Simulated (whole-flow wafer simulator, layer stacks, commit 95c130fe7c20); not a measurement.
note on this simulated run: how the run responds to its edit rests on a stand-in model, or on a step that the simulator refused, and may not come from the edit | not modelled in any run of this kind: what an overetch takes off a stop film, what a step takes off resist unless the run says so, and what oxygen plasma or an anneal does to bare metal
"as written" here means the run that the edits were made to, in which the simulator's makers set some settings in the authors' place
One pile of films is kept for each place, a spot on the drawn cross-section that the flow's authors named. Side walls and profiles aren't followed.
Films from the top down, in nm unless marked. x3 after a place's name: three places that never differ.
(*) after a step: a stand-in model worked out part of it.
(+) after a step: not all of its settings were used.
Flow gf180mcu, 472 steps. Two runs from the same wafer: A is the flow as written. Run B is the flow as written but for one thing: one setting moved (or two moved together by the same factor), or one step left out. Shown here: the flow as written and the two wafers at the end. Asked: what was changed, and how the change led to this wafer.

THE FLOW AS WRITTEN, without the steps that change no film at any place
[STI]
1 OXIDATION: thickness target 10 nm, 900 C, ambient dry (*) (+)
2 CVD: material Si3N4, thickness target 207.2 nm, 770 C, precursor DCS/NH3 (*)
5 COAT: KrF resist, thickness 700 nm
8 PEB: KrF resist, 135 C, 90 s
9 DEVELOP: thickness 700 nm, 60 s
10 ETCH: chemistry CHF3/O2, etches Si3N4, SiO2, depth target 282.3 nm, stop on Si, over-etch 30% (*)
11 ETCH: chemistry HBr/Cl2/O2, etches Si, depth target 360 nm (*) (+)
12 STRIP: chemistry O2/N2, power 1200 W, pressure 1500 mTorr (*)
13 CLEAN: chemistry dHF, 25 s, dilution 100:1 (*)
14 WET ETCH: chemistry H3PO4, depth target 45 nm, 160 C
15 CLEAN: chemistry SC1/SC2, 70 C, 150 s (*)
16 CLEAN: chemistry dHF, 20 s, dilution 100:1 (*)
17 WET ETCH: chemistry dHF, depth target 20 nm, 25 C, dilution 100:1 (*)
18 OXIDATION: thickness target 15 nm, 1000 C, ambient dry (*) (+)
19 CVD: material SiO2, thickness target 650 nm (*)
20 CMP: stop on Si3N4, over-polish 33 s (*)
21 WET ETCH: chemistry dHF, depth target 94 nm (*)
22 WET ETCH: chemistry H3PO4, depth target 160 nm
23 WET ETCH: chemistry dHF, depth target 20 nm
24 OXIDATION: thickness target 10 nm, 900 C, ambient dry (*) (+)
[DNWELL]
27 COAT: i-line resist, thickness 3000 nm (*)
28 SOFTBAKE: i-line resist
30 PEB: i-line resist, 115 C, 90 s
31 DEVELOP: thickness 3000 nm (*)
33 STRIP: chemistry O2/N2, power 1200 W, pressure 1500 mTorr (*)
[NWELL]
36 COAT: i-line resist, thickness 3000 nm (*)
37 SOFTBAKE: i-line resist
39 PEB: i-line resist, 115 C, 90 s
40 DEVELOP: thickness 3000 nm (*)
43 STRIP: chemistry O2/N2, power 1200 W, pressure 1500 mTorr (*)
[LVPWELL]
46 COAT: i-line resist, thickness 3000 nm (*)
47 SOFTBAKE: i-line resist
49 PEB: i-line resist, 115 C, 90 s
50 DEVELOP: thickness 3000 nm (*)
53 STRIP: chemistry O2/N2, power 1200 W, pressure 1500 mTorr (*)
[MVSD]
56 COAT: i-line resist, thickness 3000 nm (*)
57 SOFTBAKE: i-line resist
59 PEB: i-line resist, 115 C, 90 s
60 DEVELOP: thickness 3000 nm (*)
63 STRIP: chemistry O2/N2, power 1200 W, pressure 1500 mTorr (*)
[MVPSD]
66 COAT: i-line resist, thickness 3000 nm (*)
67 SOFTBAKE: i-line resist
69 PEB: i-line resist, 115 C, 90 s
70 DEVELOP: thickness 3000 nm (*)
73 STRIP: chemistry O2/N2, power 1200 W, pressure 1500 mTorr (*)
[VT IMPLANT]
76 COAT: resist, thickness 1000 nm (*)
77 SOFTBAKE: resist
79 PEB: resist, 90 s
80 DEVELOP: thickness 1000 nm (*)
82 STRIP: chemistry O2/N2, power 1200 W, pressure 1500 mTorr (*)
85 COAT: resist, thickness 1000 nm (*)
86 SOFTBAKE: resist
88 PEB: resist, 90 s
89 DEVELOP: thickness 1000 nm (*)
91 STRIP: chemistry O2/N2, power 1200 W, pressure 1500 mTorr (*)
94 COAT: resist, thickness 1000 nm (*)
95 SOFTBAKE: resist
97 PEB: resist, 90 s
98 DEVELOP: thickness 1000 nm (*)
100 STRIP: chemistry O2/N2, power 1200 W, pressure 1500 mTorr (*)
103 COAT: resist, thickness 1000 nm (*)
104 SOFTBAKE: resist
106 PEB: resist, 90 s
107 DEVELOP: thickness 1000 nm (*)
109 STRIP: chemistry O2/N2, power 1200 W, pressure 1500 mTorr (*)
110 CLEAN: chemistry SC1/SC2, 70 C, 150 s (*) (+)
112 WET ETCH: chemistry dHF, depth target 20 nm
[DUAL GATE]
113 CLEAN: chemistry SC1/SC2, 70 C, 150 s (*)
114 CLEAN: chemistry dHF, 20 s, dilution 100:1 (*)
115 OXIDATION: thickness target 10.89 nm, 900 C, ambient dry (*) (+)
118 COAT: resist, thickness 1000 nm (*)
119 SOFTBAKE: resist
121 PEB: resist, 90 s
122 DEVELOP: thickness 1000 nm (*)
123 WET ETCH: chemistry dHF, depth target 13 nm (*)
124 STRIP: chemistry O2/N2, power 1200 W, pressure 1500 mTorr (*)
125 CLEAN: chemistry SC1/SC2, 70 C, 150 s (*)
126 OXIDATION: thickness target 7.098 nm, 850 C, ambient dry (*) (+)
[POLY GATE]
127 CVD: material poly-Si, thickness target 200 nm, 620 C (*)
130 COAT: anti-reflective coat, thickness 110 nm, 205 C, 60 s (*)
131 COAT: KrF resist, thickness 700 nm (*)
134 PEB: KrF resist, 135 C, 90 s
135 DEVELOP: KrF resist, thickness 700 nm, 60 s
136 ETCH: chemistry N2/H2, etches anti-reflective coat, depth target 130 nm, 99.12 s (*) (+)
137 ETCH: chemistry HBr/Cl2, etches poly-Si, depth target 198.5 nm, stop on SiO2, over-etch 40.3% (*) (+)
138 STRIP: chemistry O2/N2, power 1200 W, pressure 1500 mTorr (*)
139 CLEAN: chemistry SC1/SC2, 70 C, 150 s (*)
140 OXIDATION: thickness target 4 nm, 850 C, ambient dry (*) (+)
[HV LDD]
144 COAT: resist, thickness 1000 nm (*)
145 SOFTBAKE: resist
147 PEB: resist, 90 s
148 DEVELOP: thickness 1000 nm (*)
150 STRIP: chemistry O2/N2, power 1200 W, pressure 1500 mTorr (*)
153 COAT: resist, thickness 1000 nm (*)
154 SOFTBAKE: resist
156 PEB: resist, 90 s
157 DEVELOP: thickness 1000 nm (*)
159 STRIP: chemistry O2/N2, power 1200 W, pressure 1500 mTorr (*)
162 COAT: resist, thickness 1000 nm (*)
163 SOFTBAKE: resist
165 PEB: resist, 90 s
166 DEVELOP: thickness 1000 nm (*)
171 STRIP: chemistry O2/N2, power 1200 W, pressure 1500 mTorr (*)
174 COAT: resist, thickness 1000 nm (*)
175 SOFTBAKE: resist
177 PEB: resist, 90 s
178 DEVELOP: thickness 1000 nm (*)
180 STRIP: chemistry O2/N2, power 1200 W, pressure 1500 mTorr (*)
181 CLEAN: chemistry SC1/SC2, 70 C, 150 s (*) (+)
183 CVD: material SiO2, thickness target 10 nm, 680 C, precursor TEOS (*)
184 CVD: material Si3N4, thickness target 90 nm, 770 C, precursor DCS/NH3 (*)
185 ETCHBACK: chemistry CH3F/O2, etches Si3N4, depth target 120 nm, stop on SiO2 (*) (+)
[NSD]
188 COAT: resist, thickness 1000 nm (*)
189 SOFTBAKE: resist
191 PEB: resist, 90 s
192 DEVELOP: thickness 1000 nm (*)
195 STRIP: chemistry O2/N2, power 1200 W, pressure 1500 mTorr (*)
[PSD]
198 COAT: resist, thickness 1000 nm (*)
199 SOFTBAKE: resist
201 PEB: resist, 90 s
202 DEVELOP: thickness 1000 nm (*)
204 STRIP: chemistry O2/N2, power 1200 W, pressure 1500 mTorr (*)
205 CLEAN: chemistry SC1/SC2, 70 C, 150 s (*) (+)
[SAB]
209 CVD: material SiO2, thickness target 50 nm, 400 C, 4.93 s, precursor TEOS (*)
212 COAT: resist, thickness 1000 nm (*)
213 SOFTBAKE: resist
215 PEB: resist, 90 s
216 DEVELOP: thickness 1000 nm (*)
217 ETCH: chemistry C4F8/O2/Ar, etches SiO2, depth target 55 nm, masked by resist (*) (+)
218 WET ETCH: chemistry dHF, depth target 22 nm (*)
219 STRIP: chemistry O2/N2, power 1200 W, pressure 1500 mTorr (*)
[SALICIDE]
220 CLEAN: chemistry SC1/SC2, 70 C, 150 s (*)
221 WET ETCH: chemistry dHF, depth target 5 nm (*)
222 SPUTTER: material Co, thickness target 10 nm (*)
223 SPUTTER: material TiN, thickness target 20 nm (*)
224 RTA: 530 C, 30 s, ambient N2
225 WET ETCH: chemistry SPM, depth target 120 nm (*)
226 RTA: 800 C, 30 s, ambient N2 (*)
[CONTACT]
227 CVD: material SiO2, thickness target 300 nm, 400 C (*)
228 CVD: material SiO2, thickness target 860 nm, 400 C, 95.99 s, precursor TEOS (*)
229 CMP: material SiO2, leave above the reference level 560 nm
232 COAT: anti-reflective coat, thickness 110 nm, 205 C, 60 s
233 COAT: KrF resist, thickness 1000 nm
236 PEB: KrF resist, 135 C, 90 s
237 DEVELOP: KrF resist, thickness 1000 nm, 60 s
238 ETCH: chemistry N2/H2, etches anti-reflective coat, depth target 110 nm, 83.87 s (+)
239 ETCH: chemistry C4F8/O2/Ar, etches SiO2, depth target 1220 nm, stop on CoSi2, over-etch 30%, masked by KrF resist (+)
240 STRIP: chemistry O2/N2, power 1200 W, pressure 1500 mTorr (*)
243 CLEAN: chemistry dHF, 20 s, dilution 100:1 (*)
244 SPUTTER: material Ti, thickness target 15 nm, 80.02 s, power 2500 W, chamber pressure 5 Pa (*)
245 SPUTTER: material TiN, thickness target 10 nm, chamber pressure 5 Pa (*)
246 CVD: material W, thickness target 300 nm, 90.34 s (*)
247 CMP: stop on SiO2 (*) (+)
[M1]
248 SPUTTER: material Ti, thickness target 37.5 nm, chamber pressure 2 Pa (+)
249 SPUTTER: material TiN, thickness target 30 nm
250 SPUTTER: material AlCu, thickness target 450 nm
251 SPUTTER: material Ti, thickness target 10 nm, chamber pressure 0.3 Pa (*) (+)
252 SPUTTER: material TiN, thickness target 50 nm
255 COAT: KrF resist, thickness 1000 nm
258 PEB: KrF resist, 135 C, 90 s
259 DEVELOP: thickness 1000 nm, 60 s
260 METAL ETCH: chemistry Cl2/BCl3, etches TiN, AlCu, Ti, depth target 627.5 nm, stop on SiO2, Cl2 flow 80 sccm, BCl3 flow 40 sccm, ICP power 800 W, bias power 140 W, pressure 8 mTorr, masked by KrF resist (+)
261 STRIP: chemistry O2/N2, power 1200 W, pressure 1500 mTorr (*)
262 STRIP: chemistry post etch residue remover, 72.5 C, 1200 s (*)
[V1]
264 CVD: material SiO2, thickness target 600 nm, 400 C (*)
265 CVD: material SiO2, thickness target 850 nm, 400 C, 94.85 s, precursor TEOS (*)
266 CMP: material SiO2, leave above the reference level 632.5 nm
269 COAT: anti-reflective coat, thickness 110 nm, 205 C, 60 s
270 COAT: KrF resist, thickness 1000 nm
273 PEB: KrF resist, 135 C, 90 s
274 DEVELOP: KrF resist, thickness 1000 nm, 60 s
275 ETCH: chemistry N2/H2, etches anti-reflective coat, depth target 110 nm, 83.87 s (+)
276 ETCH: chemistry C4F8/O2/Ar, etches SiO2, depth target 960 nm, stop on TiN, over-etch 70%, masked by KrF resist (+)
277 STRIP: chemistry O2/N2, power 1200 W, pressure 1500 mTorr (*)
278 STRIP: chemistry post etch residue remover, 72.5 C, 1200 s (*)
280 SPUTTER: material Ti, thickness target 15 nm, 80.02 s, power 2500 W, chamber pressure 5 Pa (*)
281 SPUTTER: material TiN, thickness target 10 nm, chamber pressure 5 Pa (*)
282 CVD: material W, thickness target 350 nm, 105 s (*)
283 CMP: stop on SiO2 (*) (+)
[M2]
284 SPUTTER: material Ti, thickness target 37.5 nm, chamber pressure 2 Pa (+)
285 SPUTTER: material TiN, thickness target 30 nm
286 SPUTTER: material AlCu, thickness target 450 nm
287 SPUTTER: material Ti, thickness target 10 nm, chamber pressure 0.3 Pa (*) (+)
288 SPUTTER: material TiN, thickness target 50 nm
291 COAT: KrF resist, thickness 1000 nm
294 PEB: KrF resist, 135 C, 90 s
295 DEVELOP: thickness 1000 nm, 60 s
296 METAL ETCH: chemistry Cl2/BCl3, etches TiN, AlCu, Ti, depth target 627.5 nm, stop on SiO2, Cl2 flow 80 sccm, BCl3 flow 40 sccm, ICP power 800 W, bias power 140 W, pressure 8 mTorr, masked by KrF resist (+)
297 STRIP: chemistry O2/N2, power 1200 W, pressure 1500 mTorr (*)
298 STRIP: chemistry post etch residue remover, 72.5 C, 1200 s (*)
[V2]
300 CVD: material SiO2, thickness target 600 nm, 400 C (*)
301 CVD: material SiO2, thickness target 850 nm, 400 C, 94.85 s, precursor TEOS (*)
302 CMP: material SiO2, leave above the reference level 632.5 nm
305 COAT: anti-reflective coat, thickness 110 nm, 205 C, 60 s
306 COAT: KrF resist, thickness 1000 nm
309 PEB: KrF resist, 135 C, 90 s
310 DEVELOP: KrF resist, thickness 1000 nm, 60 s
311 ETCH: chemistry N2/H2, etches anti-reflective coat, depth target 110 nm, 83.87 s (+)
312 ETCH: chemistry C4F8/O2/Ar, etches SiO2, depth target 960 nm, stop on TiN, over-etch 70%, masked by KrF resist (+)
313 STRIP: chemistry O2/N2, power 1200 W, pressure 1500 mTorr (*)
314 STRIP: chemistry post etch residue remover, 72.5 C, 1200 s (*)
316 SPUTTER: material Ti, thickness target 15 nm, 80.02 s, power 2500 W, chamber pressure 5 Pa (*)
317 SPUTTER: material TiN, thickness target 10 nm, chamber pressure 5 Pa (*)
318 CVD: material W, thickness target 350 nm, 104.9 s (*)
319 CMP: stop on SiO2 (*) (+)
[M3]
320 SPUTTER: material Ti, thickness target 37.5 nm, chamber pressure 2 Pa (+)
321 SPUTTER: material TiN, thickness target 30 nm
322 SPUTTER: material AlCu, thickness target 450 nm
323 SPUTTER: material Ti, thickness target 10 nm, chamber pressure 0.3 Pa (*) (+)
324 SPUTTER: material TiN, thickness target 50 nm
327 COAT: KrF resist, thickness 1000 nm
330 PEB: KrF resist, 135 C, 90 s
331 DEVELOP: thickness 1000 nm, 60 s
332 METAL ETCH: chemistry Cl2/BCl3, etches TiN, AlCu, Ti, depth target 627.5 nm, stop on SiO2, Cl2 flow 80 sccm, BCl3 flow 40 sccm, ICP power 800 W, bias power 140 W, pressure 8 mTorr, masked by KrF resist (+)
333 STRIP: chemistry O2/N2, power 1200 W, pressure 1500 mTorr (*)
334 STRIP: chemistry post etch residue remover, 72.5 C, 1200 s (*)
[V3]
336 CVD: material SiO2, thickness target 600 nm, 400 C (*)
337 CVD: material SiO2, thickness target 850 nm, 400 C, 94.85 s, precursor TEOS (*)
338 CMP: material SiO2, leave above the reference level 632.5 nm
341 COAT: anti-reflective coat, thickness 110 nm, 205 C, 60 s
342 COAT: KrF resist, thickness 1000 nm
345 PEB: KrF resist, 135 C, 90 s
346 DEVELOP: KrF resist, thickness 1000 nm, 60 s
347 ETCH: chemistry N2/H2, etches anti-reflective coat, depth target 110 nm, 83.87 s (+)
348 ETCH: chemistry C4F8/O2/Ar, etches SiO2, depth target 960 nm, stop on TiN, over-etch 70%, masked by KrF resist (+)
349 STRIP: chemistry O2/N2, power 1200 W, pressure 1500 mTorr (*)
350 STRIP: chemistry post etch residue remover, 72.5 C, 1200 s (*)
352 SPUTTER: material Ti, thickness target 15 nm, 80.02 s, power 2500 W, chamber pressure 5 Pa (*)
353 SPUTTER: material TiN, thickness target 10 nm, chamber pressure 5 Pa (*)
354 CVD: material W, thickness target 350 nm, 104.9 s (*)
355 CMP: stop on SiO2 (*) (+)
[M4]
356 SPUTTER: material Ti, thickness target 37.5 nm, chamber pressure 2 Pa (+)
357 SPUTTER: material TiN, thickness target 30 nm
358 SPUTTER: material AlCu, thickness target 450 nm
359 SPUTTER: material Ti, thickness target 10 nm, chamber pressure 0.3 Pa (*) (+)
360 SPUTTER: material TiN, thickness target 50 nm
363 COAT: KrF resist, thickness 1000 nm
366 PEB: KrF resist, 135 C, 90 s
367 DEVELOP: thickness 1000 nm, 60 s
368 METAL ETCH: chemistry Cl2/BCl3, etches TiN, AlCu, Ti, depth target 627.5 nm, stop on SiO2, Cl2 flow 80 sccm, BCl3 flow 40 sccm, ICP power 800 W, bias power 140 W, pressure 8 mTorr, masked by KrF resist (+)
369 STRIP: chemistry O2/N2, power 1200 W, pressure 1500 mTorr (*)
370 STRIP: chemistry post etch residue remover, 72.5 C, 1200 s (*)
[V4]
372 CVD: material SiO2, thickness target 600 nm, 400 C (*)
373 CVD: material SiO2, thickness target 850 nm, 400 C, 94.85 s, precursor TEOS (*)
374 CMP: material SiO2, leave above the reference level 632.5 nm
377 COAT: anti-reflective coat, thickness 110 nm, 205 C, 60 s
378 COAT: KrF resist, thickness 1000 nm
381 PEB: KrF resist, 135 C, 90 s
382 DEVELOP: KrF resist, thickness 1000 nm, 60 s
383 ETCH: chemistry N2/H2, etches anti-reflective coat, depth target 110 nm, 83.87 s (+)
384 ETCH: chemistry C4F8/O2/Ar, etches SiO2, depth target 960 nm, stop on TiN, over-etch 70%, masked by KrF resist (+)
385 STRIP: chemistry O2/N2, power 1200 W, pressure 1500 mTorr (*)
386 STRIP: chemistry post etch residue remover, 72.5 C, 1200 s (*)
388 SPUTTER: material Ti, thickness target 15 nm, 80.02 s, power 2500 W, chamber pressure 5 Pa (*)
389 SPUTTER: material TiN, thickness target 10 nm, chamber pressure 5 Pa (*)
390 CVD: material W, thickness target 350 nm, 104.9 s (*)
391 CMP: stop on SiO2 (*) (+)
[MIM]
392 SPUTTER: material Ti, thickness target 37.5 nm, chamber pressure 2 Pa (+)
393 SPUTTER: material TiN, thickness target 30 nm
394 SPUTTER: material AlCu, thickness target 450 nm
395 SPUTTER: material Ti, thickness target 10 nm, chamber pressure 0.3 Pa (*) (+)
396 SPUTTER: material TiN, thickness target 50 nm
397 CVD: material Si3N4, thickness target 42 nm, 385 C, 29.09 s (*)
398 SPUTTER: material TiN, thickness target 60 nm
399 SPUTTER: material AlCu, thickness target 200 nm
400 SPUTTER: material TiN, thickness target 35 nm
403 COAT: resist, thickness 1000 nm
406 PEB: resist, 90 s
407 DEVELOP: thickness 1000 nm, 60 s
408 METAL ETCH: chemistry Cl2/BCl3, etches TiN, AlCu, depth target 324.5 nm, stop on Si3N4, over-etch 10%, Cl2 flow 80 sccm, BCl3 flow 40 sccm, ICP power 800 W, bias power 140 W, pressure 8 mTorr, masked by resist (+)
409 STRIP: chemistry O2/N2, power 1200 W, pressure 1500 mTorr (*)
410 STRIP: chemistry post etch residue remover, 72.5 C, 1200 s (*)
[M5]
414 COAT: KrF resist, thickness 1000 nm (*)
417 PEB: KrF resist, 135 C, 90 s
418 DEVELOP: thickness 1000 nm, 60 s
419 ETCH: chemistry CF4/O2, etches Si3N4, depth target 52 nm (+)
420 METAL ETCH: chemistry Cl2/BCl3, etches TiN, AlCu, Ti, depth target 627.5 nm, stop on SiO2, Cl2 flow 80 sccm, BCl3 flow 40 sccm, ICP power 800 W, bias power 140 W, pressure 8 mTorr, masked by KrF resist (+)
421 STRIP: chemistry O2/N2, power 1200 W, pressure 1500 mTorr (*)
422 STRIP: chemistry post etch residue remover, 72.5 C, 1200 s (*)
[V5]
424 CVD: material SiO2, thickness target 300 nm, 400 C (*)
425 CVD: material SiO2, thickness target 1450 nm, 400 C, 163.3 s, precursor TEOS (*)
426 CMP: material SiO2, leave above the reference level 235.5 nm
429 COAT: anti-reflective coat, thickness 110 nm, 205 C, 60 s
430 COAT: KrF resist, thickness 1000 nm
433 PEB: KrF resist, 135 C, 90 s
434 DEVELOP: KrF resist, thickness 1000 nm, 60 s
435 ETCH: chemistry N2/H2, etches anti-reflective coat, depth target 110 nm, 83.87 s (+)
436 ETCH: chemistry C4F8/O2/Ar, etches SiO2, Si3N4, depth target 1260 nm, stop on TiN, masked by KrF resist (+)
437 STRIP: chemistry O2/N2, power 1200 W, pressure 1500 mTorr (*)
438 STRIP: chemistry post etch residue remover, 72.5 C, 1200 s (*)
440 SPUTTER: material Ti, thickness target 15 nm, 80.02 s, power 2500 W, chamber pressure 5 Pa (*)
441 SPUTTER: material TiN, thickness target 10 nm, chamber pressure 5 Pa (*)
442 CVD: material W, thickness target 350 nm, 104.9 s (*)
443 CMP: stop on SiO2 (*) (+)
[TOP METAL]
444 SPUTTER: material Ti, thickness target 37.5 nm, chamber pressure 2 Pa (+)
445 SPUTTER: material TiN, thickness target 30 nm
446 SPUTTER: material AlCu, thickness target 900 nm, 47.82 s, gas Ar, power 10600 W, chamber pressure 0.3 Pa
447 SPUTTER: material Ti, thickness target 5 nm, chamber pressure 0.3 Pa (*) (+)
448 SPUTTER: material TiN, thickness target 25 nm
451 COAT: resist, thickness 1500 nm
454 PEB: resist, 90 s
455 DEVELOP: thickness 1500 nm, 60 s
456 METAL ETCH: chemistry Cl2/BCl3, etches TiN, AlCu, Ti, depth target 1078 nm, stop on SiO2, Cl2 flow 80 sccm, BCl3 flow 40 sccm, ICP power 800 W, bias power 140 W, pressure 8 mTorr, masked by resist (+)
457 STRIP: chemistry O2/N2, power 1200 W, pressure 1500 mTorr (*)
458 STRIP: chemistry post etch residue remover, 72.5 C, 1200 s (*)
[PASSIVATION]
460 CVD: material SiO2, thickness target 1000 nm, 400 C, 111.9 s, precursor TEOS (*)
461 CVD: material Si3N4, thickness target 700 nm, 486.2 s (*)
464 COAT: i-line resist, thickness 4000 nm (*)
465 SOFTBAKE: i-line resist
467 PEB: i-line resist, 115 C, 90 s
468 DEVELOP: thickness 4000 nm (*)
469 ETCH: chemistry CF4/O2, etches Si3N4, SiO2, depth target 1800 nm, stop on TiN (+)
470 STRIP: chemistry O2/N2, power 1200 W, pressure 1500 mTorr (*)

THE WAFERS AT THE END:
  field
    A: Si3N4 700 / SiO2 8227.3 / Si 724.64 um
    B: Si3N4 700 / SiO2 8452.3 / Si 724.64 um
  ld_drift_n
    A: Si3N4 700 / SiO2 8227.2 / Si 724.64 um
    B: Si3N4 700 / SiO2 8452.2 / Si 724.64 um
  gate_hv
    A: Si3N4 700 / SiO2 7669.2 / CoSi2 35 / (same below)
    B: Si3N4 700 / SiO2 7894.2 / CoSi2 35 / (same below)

The cause: step 358, SPUTTER: thickness target 675 nm was run, where the flow has thickness target 450 nm; step 368, METAL ETCH: depth target 941 nm was run, where the flow has depth target 627.5 nm.

How the change led to this, step by step:
  358 SPUTTER: material AlCu, thickness target 450 nm
      field, field__w1, field__w2 and 108 more: A AlCu +450 (new film) | B AlCu +675 (new film)
  368 METAL ETCH: chemistry Cl2/BCl3, etches TiN, AlCu, Ti, depth target 627.5 nm, stop on SiO2, Cl2 flow 80 sccm, BCl3 flow 40 sccm, ICP power 800 W, bias power 140 W, pressure 8 mTorr, masked by KrF resist (+)
      field, field__w1, field__w2 and 103 more: A TiN -50 (all of it), Ti -10 (all of it), AlCu -450 (all of it), TiN -30 (all of it), Ti -37.5 (all of it) | B TiN -50 (all of it), Ti -10 (all of it), AlCu -675 (all of it), TiN -30 (all of it), Ti -37.5 (all of it)
      field__w8, contact, m1, m1__w1, m1_nw: A KrF resist -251 | B KrF resist -376.4
  369 STRIP: chemistry O2/N2, power 1200 W, pressure 1500 mTorr (*)
      field__w8, contact, m1, m1__w1, m1_nw: A KrF resist -727.4 (all of it) | B KrF resist -602 (all of it)
  374 CMP: material SiO2, leave above the reference level 632.5 nm
      field, field__w1, field__w2 and 103 more: A SiO2 -300 | B SiO2 -75
